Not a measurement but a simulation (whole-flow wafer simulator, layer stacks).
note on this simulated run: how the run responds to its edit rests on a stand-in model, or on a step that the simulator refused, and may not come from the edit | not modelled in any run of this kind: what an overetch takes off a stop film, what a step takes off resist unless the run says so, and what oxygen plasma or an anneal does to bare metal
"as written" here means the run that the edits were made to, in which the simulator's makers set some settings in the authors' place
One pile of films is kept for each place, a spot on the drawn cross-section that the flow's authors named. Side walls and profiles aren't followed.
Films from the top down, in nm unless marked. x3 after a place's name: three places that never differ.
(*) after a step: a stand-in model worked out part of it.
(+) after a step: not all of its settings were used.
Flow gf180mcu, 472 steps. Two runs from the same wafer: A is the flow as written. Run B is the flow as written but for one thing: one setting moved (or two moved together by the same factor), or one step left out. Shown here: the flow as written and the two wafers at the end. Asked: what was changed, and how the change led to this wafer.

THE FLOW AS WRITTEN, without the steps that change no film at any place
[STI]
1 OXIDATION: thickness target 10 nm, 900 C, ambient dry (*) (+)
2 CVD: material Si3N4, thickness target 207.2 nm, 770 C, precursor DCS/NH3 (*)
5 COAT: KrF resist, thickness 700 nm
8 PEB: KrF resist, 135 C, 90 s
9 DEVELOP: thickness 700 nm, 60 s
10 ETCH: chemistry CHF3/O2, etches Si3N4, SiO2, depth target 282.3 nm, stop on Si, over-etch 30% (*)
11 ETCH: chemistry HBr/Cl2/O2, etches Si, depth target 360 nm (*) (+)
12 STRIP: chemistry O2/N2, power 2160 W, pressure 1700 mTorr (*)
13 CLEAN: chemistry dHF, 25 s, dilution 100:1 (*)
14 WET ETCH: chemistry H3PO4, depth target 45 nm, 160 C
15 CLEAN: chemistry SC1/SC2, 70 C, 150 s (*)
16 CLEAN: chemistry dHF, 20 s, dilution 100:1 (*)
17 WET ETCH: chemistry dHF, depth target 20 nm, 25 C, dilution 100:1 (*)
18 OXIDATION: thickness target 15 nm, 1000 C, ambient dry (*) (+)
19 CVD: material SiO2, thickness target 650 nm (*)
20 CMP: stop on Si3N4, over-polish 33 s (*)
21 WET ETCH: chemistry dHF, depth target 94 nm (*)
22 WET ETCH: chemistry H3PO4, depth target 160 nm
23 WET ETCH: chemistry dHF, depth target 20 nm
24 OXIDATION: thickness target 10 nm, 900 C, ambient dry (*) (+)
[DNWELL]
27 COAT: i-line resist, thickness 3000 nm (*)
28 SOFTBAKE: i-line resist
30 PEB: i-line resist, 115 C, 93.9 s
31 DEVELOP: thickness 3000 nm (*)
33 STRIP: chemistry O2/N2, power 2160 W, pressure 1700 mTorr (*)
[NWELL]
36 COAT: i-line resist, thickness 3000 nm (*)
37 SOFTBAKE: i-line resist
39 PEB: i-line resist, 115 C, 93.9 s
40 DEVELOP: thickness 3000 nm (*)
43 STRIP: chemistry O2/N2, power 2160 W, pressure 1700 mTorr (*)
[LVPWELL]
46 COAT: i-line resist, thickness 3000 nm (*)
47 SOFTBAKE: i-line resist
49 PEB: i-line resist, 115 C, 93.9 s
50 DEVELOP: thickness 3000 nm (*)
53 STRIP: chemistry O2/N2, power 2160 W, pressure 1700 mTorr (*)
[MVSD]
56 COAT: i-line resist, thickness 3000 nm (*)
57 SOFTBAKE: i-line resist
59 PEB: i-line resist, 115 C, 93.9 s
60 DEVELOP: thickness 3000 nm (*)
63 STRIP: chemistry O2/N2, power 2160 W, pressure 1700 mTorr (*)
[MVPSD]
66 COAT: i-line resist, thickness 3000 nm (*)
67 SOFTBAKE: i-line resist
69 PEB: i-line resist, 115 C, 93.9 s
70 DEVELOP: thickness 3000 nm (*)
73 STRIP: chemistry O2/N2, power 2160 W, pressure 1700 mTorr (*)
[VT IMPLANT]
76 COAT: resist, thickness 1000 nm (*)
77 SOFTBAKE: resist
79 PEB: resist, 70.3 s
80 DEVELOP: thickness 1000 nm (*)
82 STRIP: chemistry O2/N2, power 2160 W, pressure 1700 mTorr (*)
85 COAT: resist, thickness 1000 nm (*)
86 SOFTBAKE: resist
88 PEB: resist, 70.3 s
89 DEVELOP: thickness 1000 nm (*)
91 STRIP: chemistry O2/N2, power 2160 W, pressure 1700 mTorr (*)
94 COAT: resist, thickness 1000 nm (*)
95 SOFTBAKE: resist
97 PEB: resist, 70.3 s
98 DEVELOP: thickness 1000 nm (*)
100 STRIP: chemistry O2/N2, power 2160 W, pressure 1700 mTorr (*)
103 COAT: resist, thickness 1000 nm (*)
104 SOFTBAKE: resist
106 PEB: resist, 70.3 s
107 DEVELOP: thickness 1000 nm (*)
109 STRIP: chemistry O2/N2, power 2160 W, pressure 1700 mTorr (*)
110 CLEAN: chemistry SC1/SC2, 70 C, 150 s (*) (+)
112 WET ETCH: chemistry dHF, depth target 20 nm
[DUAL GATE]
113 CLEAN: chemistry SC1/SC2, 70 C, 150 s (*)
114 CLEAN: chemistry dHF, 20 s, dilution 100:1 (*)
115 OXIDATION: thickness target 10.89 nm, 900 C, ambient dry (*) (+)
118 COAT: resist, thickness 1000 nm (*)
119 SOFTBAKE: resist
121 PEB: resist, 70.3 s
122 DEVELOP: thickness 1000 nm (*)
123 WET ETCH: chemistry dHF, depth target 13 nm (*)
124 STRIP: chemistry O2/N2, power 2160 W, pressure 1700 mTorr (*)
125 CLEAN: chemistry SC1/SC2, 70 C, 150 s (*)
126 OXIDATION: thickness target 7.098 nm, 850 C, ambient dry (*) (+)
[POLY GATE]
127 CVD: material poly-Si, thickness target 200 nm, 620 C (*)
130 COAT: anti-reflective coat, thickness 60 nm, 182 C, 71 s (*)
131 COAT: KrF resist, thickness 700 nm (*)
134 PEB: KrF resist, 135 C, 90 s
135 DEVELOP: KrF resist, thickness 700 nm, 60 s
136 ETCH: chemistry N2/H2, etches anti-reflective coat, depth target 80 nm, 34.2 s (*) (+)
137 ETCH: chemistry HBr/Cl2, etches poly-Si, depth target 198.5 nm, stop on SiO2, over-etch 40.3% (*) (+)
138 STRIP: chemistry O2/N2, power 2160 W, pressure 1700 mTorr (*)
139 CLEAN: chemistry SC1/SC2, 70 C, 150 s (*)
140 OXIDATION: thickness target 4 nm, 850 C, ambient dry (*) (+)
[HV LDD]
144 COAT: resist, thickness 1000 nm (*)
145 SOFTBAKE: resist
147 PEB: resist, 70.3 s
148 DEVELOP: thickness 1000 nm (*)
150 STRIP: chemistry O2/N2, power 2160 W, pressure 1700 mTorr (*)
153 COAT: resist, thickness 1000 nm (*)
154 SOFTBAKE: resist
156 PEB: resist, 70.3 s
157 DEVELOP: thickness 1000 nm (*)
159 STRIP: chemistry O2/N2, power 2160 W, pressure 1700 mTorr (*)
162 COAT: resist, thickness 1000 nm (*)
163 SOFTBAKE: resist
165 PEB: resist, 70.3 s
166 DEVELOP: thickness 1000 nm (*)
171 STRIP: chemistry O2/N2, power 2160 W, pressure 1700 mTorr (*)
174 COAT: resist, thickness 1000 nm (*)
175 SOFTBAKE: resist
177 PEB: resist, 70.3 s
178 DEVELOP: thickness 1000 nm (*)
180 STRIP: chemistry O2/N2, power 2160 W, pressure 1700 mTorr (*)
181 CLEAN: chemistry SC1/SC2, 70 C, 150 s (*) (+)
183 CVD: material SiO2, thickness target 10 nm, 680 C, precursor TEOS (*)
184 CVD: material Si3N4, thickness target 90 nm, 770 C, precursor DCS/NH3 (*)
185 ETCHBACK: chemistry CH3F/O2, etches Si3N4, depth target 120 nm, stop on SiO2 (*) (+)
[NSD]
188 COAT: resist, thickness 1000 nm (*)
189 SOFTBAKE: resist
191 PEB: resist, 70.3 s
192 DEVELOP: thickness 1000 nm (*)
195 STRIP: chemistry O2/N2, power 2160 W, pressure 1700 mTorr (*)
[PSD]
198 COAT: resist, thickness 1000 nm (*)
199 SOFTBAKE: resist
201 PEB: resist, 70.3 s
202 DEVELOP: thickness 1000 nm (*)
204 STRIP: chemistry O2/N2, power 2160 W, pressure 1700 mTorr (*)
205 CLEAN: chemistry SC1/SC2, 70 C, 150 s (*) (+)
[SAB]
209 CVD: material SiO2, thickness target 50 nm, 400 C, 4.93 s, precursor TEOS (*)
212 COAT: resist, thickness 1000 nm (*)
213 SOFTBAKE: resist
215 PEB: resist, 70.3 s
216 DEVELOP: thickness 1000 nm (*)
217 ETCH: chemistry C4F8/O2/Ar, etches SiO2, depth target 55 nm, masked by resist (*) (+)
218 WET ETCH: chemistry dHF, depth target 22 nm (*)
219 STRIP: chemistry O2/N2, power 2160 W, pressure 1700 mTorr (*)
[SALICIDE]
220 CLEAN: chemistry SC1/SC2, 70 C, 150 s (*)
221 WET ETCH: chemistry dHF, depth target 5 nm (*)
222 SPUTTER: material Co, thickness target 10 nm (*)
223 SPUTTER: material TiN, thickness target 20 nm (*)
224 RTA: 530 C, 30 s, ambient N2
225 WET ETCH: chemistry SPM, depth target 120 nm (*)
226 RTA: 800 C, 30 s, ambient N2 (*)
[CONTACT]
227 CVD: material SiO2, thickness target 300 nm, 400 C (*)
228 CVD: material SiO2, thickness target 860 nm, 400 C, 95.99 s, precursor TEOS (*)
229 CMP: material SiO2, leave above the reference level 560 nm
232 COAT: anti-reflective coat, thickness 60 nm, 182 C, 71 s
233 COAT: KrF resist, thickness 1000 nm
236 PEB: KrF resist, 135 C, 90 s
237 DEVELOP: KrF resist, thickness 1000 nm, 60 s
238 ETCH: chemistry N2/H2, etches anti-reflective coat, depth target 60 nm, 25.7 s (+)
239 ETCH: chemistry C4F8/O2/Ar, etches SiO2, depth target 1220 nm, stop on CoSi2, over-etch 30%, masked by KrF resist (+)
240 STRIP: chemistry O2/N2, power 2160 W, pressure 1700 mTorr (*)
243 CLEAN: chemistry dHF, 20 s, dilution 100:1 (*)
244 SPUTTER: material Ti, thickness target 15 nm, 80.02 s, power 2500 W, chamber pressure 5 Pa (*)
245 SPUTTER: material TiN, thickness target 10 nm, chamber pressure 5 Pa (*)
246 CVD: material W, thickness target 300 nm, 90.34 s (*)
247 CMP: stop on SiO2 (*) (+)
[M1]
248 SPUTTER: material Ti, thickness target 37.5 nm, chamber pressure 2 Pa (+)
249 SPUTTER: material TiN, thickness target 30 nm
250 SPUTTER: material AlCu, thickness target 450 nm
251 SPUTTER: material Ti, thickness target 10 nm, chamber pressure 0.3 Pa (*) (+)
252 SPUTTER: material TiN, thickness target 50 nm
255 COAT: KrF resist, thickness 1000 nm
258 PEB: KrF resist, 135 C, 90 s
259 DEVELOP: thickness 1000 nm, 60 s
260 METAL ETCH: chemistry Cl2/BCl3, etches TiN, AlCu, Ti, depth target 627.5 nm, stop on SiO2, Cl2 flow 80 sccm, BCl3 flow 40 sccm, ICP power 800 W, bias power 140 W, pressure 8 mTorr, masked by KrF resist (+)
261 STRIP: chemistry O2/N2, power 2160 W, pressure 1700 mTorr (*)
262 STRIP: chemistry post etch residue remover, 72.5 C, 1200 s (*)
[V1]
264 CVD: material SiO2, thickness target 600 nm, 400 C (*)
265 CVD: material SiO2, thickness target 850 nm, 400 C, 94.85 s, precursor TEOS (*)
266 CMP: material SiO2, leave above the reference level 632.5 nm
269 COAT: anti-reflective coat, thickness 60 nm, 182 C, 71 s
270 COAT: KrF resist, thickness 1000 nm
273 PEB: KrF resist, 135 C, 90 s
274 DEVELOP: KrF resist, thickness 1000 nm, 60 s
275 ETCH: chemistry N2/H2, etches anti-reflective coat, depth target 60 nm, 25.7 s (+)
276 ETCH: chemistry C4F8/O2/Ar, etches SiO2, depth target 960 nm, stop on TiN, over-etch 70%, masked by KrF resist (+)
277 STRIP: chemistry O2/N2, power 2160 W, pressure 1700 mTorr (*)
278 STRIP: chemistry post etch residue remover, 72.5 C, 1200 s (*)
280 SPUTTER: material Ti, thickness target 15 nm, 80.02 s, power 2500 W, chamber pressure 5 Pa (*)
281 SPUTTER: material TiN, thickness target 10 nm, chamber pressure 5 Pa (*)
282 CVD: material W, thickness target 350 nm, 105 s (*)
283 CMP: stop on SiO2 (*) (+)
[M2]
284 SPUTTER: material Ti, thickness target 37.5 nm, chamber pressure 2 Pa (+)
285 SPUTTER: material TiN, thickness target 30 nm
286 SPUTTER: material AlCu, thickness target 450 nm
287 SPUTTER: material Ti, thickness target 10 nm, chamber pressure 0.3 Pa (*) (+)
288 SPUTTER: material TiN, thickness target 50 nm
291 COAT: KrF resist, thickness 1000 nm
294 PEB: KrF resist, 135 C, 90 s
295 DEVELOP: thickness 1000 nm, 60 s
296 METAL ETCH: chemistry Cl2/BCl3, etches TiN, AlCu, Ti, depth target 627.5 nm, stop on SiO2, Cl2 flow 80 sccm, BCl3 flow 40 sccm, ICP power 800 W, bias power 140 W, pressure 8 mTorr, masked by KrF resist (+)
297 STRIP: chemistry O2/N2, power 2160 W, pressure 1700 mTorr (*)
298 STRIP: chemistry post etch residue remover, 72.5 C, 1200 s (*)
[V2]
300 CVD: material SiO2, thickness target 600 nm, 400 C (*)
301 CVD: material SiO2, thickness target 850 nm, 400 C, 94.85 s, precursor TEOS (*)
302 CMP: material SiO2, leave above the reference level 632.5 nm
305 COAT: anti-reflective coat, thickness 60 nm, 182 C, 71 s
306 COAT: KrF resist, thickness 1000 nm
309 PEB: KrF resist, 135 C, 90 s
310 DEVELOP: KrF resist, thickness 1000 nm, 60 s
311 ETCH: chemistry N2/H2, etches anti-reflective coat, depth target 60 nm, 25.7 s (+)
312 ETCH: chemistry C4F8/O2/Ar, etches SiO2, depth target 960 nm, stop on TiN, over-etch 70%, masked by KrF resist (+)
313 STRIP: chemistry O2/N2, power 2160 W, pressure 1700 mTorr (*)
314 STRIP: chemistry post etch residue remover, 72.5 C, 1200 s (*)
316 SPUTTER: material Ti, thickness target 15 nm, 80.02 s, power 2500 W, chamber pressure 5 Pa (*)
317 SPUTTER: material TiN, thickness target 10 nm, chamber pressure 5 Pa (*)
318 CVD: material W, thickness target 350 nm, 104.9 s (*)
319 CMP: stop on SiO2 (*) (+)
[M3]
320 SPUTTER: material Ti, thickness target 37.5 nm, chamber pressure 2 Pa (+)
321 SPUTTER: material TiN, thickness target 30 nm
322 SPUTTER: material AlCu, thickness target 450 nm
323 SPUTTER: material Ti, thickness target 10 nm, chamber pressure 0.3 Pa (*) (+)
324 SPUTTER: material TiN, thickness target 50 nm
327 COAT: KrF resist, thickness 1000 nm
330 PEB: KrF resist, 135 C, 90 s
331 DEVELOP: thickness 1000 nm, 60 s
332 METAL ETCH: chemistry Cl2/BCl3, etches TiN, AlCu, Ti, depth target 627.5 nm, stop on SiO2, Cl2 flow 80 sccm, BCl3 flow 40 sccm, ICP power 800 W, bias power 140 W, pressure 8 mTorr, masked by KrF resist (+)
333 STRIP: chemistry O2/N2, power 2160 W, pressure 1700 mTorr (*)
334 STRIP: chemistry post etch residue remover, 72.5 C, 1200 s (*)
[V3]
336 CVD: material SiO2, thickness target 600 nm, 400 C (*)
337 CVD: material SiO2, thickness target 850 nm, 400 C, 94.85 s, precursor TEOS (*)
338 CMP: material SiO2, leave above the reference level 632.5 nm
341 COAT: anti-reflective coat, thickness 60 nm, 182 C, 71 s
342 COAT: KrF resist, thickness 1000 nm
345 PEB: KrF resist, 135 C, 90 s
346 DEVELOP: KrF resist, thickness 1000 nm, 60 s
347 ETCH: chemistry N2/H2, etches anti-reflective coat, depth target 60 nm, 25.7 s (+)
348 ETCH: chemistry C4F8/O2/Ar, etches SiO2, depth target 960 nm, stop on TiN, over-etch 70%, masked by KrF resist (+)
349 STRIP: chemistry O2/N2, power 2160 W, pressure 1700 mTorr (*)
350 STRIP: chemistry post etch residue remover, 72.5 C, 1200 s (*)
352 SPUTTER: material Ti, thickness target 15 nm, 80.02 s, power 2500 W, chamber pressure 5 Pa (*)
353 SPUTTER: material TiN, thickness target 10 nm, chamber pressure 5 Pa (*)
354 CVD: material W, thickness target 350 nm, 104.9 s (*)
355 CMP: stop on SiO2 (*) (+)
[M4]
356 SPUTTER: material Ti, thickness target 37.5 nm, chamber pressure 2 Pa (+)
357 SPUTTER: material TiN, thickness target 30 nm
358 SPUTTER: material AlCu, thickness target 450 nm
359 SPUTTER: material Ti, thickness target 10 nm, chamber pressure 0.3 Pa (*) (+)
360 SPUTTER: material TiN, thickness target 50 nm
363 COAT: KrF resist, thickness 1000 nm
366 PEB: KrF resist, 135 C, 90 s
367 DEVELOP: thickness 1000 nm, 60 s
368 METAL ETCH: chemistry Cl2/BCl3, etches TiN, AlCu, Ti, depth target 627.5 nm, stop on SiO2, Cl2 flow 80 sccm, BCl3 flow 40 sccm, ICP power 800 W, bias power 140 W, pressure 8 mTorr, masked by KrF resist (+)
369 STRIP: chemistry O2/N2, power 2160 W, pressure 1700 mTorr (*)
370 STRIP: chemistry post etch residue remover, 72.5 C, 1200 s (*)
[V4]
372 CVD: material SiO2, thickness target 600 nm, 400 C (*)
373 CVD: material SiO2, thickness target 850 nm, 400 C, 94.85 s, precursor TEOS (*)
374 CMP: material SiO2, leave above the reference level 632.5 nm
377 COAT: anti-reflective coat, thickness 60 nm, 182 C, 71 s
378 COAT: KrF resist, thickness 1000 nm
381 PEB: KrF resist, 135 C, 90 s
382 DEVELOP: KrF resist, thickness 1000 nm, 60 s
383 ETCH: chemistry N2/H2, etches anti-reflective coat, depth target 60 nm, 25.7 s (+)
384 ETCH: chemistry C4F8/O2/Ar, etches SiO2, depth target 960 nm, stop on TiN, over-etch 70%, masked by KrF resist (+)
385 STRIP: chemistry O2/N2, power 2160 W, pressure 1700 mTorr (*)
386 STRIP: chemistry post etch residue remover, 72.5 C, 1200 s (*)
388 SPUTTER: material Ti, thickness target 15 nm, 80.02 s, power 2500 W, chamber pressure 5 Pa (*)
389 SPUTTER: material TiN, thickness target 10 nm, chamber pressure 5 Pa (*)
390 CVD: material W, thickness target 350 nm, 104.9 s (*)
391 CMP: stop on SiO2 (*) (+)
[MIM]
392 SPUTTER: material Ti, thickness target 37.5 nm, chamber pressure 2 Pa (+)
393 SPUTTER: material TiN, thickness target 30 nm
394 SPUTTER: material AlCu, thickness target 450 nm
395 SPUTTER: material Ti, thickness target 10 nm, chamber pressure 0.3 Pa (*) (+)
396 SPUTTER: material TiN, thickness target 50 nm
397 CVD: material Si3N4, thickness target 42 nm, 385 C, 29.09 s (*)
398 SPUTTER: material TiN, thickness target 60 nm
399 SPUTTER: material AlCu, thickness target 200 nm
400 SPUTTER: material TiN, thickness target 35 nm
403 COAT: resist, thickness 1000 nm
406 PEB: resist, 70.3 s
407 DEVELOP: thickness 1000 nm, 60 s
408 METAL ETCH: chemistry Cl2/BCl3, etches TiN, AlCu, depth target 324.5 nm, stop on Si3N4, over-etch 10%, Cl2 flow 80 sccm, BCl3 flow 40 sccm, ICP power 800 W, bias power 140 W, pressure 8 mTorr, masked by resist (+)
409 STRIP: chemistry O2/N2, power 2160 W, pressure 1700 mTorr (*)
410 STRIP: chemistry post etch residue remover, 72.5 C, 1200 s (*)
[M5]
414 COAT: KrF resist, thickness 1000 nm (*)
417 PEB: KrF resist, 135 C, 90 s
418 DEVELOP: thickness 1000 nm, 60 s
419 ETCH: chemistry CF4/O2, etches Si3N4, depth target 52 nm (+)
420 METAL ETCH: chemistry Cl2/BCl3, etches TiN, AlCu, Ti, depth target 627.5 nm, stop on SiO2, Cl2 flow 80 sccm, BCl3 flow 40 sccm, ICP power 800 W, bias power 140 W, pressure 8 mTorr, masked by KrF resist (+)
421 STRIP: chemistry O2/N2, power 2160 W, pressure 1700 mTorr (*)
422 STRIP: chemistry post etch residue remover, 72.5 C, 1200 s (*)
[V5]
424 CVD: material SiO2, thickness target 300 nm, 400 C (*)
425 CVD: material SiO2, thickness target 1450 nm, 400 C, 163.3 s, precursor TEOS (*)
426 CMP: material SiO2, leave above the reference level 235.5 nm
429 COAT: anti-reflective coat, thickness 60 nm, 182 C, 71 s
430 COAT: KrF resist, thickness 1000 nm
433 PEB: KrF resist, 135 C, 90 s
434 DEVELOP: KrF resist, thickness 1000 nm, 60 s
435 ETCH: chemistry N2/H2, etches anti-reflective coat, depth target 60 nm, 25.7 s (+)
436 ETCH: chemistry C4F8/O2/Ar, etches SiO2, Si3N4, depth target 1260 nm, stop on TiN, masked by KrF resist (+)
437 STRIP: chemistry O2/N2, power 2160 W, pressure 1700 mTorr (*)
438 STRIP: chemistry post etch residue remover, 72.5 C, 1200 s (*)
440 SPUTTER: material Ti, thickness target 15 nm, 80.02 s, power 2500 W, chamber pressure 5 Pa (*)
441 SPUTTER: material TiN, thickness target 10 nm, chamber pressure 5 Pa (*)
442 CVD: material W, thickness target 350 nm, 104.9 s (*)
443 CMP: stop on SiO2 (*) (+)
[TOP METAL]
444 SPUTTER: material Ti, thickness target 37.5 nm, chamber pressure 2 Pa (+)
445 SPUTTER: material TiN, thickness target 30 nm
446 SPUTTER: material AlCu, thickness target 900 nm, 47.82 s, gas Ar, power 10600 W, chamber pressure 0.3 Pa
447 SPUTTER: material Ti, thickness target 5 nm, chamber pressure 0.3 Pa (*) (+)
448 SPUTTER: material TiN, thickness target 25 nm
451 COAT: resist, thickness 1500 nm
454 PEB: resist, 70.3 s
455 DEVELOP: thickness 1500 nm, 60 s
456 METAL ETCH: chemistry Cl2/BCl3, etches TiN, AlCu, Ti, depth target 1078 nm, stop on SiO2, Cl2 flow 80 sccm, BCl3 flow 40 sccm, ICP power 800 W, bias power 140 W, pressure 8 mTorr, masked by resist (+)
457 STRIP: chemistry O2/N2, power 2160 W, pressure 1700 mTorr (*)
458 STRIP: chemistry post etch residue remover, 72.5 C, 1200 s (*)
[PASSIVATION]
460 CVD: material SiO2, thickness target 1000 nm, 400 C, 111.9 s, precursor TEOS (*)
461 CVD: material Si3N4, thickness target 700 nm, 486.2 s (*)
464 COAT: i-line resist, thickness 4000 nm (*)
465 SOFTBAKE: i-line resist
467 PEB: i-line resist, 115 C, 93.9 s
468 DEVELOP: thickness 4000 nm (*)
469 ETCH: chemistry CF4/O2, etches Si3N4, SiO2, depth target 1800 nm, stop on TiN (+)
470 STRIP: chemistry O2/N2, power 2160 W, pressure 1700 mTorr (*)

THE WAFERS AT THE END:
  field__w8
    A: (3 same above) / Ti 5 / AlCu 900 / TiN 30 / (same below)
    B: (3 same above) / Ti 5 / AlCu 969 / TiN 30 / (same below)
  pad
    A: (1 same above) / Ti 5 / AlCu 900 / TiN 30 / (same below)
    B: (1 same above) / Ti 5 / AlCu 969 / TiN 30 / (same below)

The cause: step 446, SPUTTER: 51.41 s was run, where the flow has 47.82 s.

How the change led to this, step by step:
  446 SPUTTER: material AlCu, thickness target 900 nm, 47.82 s, gas Ar, power 10600 W, chamber pressure 0.3 Pa
      field, field__w1, field__w2 and 109 more: A AlCu +900 (new film) | B AlCu +969 (new film)
  456 METAL ETCH: chemistry Cl2/BCl3, etches TiN, AlCu, Ti, depth target 1078 nm, stop on SiO2, Cl2 flow 80 sccm, BCl3 flow 40 sccm, ICP power 800 W, bias power 140 W, pressure 8 mTorr, masked by resist (+)
      field, field__w1, field__w2 and 103 more: A TiN -25 (all of it), Ti -5 (all of it), AlCu -900 (all of it), TiN -30 (all of it), Ti -37.5 (all of it) | B TiN -25 (all of it), Ti -5 (all of it), AlCu -969 (all of it), TiN -30 (all of it), Ti -37.5 (all of it)
  464 COAT: i-line resist, thickness 4000 nm (*)
      contact: A i-line resist +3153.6 (new film) | B i-line resist +3072.3 (new film)
      m1: A i-line resist +3158.3 (new film) | B i-line resist +3074.9 (new film)
      (and at 2 more places)
  465 SOFTBAKE: i-line resist
      ld_fp_p, ld_drift_p: A i-line resist +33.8 | B i-line resist +29.9
      field__w1: A i-line resist -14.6 | B i-line resist -15.8
      (and at 62 more places)
  467 PEB: i-line resist, 115 C, 93.9 s
      field__w8, m1__w1: A i-line resist -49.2 | B i-line resist -47.9
      contact, m1: A i-line resist -49.6 | B i-line resist -48.2
      (and at 2 more places)
  468 DEVELOP: thickness 4000 nm (*)
      pad: A i-line resist -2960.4 (all of it) | B i-line resist -2892 (all of it)
  470 STRIP: chemistry O2/N2, power 2160 W, pressure 1700 mTorr (*)
      field__w8, m1__w1: A i-line resist -1775.9 (all of it) | B i-line resist -1709.8 (all of it)
      contact: A i-line resist -1798.3 (all of it) | B i-line resist -1724.7 (all of it)
      (and at 2 more places)
